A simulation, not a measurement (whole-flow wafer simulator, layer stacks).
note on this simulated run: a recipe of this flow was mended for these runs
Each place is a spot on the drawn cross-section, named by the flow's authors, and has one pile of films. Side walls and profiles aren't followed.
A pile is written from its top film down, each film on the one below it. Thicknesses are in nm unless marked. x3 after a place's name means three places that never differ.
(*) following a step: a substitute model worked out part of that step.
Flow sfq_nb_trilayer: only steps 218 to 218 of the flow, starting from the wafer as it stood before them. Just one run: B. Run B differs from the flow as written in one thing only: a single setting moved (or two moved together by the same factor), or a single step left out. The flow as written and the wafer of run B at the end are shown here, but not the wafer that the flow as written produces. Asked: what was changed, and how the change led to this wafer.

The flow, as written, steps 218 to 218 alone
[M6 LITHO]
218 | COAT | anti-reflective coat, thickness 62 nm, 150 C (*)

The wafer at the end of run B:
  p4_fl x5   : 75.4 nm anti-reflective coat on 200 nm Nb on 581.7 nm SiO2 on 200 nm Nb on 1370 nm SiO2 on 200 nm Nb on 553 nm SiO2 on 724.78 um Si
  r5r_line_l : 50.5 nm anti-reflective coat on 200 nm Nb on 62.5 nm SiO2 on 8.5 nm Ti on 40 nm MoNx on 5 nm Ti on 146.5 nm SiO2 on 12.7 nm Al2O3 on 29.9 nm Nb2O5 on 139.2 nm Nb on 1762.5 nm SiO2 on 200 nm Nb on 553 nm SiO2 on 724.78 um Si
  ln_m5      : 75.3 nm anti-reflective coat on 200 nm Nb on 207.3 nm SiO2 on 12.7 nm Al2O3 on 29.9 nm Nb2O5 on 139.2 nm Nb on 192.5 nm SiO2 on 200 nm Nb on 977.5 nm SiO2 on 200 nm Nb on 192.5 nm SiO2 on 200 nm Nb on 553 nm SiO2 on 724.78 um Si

Cause: step 218, COAT: thickness 75.4 nm was run, while the flow as written has thickness 62 nm.
The wafer itself shows it: p4_fl x5 has anti-reflective coat 75.4, and step 218 as written asks for 62 nm.

How this came from the change, step by step:
  218 | COAT | anti-reflective coat, thickness 62 nm, 150 C (*)
      p4_fl x5, p4_w1 x9, p3_s0 x9 and 41 more: anti-reflective coat gains 75.4 (new film) (it would be, as written: anti-reflective coat gains 62 (new film))
      r5r_line_l, r5r_line_c, r5r_line_r: anti-reflective coat gains 50.5 (new film) (it would be, as written: anti-reflective coat gains 37.1 (new film))
      (also at 39 further places)
